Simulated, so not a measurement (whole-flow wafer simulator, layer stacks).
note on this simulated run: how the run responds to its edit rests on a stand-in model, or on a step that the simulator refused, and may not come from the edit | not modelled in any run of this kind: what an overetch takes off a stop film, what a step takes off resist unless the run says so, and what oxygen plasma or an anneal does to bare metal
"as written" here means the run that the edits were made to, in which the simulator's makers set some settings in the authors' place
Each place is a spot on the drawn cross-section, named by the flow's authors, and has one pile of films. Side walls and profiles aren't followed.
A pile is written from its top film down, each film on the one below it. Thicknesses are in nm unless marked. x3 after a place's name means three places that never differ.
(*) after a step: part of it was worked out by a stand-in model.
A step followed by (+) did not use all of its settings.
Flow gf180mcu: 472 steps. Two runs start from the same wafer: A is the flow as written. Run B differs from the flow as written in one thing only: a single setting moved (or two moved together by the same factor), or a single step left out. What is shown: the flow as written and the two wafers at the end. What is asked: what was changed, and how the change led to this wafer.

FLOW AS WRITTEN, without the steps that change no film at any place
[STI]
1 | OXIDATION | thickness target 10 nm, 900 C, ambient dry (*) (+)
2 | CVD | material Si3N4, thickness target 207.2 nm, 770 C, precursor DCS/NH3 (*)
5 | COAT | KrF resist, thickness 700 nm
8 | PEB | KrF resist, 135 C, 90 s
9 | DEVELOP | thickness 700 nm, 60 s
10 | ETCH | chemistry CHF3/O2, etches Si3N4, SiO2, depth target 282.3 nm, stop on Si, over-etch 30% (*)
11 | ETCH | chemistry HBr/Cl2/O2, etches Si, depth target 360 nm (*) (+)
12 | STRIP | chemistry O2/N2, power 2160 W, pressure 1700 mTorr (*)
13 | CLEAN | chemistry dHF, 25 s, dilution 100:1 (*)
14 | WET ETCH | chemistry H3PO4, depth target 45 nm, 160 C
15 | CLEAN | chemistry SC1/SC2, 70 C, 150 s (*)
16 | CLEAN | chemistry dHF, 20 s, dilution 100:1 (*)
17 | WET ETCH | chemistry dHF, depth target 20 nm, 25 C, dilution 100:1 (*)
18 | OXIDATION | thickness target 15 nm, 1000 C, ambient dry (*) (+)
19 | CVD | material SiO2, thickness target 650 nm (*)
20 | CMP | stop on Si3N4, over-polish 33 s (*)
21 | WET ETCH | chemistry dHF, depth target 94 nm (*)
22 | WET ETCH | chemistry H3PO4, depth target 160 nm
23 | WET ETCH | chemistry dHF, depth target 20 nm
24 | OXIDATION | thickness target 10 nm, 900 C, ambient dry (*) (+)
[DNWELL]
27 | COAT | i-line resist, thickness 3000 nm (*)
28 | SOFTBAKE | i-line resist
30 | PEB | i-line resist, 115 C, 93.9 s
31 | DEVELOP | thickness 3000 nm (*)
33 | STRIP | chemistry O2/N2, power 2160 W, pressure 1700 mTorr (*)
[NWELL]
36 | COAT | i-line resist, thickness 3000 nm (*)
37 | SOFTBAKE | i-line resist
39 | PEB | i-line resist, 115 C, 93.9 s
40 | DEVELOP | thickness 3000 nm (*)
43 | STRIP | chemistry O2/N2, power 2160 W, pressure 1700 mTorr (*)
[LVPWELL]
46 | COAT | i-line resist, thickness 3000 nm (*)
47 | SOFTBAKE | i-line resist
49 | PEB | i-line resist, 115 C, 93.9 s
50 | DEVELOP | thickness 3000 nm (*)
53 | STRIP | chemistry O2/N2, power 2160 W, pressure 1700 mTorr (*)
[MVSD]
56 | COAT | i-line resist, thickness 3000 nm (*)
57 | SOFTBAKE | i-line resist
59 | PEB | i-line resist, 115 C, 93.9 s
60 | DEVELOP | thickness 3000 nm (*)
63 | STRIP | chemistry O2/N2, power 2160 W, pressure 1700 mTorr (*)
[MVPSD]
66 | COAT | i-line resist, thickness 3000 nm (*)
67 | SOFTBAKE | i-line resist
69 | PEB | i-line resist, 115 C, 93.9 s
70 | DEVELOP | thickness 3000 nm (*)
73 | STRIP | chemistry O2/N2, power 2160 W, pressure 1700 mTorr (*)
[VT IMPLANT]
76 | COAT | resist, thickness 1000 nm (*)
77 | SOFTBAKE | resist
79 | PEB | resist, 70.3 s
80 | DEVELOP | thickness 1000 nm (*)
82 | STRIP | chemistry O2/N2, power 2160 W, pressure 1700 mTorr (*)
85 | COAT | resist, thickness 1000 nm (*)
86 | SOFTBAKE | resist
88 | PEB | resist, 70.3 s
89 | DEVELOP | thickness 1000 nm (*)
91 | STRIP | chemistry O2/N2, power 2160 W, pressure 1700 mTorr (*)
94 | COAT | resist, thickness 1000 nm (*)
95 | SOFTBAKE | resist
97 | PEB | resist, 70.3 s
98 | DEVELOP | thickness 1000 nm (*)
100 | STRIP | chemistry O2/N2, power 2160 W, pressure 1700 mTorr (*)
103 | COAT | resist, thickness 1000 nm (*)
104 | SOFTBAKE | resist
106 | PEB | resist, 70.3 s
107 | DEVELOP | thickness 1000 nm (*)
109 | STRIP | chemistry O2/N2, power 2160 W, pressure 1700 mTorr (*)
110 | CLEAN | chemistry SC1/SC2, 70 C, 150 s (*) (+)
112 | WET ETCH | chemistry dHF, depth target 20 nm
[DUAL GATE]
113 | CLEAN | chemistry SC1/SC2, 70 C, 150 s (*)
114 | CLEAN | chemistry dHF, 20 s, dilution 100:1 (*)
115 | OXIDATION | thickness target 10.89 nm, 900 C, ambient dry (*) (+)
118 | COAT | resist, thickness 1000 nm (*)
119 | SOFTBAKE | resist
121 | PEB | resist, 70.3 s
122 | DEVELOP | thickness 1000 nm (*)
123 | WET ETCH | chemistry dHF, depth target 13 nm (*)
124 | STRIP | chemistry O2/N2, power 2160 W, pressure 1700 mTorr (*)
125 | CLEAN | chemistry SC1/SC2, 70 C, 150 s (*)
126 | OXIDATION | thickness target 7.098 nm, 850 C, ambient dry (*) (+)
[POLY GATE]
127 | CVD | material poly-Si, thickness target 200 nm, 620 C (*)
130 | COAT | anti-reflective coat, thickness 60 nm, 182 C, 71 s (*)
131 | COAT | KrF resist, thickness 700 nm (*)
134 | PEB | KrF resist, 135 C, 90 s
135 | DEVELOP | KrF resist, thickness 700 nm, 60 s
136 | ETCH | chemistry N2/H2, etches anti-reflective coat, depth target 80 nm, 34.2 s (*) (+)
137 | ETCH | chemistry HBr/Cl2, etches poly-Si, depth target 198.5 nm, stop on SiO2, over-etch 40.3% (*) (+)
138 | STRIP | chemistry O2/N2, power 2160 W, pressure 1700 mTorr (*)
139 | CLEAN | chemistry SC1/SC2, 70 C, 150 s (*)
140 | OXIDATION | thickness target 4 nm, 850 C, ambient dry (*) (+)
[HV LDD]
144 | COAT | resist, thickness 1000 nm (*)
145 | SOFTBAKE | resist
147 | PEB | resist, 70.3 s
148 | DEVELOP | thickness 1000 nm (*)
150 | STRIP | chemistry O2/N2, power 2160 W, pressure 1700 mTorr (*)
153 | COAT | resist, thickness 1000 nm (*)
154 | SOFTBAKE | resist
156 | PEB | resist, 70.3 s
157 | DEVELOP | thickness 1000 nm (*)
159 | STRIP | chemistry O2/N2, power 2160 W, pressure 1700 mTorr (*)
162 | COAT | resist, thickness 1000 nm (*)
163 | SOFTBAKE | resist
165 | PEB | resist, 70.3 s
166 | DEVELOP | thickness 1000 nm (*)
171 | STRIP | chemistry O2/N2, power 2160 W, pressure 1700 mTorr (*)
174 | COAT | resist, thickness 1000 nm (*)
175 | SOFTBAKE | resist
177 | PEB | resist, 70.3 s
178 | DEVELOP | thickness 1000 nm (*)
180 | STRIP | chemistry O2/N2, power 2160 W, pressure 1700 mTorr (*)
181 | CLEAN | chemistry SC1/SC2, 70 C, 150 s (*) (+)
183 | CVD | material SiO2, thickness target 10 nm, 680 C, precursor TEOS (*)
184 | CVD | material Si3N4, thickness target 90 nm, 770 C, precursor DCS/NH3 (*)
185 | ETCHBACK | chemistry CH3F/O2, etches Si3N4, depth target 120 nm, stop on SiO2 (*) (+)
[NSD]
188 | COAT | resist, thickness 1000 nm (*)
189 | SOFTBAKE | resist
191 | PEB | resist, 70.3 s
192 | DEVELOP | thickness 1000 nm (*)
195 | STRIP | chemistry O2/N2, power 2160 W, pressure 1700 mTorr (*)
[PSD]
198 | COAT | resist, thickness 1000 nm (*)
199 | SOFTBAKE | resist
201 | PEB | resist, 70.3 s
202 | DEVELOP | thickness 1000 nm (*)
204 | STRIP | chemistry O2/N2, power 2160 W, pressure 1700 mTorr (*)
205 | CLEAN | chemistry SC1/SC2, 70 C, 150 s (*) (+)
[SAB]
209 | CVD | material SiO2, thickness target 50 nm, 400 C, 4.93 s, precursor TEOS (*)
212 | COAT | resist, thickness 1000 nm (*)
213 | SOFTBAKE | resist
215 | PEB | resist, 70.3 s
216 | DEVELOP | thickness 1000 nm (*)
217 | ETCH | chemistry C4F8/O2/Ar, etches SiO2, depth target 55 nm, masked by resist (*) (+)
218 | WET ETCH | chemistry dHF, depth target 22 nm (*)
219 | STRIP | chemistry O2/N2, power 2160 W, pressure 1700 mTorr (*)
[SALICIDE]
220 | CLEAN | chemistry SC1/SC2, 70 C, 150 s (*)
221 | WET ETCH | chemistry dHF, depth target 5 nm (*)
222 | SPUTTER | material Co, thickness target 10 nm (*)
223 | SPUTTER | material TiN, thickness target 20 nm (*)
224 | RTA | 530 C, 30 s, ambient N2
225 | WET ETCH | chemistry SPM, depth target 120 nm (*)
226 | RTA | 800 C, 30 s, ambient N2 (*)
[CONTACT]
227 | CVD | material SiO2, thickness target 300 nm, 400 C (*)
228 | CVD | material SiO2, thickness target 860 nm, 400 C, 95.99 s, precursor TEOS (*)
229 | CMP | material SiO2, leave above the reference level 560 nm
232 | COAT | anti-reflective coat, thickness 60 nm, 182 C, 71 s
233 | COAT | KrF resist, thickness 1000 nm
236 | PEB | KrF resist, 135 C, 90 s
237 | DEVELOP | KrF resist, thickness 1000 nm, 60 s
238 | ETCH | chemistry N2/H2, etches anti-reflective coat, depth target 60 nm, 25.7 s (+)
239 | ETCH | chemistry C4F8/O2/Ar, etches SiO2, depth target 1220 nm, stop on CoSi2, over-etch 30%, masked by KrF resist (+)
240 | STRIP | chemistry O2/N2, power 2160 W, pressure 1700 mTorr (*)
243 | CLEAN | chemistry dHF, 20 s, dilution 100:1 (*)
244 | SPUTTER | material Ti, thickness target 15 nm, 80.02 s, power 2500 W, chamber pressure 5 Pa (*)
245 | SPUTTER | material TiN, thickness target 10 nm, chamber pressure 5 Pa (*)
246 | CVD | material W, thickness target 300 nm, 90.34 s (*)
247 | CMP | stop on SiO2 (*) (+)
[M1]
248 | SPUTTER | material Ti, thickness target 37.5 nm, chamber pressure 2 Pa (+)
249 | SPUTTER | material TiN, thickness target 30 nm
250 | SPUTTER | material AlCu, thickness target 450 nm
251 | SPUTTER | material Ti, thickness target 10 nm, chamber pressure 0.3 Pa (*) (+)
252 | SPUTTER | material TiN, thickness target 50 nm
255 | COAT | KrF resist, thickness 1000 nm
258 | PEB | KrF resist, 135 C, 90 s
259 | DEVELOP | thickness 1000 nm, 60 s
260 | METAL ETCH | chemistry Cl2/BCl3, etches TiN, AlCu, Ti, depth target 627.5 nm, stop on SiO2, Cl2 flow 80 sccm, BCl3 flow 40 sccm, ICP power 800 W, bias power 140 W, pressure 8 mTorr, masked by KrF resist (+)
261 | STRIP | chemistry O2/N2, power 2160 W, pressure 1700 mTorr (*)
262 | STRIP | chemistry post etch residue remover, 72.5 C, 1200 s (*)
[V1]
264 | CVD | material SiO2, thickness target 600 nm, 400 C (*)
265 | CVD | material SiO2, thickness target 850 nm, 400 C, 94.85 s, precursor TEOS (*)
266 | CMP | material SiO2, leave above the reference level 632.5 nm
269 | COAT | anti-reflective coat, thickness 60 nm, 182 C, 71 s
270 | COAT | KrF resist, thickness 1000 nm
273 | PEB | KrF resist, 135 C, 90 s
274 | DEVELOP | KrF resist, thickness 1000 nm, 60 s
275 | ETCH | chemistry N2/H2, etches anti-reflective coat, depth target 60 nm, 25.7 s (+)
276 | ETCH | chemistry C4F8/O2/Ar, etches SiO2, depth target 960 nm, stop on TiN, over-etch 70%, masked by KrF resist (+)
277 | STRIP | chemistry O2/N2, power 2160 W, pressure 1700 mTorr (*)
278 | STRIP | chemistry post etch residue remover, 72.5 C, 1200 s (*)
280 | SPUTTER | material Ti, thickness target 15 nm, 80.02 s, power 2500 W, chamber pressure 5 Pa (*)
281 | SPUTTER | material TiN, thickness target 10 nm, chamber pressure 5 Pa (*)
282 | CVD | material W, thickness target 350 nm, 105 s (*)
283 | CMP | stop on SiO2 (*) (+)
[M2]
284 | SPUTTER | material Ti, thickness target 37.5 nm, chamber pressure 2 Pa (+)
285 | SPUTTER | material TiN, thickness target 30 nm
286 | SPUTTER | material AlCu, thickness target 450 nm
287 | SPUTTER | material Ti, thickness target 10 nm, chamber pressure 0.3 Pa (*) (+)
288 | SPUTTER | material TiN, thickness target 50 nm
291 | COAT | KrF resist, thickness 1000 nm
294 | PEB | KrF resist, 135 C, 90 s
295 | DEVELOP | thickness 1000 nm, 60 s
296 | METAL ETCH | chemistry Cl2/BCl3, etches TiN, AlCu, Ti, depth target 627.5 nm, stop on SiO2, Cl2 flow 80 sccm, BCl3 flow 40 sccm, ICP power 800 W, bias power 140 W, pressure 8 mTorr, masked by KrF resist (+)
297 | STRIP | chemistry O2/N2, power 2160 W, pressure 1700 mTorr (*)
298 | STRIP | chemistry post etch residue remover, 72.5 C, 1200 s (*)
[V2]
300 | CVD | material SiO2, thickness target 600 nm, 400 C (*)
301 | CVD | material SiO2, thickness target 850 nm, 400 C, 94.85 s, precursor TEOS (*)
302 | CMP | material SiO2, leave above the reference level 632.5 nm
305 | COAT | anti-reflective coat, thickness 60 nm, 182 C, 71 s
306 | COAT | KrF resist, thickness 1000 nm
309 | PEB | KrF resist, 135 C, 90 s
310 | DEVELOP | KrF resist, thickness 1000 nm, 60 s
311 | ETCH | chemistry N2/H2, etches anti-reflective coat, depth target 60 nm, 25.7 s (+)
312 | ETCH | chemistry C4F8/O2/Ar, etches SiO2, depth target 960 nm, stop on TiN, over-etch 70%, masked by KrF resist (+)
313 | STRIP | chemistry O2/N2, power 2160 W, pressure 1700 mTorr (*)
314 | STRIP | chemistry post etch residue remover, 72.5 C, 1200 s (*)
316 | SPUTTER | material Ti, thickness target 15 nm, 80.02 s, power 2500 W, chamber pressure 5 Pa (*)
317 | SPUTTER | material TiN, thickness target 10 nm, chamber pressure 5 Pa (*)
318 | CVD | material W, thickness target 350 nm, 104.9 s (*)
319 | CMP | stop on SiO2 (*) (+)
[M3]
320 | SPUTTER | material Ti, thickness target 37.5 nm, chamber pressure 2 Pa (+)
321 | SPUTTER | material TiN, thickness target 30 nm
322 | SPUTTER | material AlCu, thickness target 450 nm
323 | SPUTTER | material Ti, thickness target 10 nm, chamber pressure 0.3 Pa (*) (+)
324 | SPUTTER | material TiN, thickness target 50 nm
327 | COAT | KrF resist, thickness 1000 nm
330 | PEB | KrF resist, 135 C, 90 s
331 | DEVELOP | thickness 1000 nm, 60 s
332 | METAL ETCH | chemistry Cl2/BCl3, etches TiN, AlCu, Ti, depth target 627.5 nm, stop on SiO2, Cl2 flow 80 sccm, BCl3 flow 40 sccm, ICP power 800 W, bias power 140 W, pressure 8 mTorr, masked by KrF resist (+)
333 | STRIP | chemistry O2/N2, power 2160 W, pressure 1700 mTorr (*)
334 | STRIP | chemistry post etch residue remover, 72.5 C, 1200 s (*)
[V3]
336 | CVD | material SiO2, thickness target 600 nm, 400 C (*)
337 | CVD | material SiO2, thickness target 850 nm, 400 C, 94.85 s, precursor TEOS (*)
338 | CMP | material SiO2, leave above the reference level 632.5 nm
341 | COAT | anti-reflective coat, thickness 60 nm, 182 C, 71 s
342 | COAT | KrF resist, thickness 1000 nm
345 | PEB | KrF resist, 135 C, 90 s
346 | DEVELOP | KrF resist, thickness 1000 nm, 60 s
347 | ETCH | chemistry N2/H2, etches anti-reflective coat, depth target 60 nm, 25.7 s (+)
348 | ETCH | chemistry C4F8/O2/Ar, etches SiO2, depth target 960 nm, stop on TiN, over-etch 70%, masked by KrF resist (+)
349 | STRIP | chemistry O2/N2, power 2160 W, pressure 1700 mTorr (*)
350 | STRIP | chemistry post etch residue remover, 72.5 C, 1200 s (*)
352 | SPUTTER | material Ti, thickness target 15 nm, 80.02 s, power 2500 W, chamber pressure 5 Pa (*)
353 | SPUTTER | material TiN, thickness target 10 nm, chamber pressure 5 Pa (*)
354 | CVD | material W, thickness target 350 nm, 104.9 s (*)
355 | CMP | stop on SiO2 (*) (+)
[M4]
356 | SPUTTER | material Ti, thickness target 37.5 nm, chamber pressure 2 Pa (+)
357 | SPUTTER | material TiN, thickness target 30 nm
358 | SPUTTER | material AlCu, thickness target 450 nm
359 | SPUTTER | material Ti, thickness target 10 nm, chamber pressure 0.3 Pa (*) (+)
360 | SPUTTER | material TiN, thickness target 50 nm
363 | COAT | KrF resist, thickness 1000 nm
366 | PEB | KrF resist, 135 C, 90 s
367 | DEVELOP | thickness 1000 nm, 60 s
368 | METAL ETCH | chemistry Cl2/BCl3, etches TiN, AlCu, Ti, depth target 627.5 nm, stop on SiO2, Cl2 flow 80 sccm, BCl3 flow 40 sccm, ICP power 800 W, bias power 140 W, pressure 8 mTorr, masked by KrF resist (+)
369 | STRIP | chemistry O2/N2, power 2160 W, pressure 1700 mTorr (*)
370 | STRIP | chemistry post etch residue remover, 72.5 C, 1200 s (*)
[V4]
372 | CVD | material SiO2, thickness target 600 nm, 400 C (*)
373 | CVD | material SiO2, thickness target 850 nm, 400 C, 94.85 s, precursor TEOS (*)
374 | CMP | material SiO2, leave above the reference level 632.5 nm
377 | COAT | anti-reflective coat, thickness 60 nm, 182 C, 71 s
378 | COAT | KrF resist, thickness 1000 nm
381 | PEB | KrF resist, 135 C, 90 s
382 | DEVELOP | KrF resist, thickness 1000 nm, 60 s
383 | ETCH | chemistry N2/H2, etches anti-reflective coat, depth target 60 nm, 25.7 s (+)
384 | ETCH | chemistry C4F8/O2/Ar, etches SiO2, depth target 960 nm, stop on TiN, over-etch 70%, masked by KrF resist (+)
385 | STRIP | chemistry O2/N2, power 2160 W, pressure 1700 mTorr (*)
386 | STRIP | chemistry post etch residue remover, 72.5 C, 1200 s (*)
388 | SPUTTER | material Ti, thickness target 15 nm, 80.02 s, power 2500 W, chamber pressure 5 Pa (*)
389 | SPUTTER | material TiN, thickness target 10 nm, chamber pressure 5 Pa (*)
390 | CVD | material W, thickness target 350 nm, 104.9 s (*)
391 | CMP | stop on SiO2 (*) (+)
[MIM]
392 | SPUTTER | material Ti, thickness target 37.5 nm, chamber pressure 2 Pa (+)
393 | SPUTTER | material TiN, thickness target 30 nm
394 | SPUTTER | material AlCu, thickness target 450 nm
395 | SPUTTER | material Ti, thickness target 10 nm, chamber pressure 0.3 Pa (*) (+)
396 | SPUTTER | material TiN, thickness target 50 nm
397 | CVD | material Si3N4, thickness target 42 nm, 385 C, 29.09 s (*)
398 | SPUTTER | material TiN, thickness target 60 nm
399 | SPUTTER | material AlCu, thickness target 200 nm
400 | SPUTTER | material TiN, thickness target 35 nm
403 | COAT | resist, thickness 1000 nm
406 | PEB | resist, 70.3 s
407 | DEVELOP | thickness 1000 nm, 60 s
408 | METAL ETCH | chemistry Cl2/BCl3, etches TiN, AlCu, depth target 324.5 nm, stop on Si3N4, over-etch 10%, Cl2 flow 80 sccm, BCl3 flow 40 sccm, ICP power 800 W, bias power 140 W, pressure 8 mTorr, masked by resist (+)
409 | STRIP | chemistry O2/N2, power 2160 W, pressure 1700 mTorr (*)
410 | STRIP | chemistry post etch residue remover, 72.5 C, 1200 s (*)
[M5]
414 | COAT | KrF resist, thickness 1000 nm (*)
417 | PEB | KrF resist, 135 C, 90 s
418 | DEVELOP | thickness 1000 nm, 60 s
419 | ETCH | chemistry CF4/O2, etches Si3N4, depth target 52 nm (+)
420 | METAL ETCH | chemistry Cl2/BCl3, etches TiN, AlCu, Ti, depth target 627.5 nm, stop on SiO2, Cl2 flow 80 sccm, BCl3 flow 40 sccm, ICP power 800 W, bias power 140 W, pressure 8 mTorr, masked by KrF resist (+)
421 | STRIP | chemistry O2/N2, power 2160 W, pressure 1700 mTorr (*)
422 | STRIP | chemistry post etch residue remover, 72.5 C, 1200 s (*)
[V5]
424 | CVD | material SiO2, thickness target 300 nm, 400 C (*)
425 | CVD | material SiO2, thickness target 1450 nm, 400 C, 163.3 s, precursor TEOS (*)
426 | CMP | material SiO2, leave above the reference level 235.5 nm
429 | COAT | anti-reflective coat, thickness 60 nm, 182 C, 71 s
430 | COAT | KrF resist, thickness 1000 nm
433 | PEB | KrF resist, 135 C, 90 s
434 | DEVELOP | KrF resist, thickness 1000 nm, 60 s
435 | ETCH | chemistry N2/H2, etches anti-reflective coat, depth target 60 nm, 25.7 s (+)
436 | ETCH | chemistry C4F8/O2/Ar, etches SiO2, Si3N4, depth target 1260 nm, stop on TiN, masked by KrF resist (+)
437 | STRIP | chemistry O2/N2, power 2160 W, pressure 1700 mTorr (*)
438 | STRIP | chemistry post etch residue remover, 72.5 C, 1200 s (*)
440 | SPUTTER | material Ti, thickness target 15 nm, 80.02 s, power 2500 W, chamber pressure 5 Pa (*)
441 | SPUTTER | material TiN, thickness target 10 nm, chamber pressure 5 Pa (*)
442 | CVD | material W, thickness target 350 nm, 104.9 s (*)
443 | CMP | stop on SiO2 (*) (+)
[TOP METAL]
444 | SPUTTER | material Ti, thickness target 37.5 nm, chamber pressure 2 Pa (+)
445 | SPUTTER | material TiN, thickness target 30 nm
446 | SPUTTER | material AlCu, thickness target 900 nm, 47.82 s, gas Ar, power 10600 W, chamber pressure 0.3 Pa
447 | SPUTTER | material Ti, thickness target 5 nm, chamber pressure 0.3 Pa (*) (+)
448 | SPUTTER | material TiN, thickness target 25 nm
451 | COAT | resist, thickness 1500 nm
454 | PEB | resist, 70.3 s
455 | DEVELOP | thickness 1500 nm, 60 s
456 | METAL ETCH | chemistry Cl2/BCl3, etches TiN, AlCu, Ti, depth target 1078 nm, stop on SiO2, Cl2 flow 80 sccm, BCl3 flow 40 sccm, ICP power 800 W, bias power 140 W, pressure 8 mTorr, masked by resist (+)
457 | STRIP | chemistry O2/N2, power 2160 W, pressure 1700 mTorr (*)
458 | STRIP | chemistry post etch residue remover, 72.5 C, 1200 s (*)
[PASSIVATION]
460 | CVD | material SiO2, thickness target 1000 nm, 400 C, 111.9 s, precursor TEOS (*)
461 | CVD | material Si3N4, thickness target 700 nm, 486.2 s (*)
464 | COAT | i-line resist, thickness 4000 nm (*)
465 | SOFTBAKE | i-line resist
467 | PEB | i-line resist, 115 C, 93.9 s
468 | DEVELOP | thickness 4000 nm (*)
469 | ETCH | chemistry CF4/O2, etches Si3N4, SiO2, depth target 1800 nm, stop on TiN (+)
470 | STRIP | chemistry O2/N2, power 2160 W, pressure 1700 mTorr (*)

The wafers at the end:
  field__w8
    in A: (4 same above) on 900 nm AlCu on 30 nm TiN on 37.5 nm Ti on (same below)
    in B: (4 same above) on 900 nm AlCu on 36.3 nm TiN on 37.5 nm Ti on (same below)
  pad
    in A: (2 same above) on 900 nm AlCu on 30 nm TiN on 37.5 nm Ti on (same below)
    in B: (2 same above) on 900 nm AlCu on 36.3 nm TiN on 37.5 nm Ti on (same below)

What caused this: step 445, SPUTTER: thickness target 36.3 nm was run, though the flow has thickness target 30 nm.
The wafer itself shows it: field__w8 has TiN 36.3, and step 445 as written asks for 30 nm.

How this came from the change, step by step:
  445 | SPUTTER | material TiN, thickness target 30 nm
      field, field__w1, field__w2 and 109 more: A +30 TiN (new film) | B +36.3 TiN (new film)
  456 | METAL ETCH | chemistry Cl2/BCl3, etches TiN, AlCu, Ti, depth target 1078 nm, stop on SiO2, Cl2 flow 80 sccm, BCl3 flow 40 sccm, ICP power 800 W, bias power 140 W, pressure 8 mTorr, masked by resist (+)
      field, field__w1, field__w2 and 103 more: A -25 TiN (all of it), -5 Ti (all of it), -900 AlCu (all of it), -30 TiN (all of it), -37.5 Ti (all of it) | B -25 TiN (all of it), -5 Ti (all of it), -900 AlCu (all of it), -36.3 TiN (all of it), -37.5 Ti (all of it)
  465 | SOFTBAKE | i-line resist
      gate: A +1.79 i-line resist | B -0.3 i-line resist
      ld_acc_p, ld_fp_p, ld_drift_p: A +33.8 i-line resist | B +27.2 i-line resist
      (and at 56 other places as well)
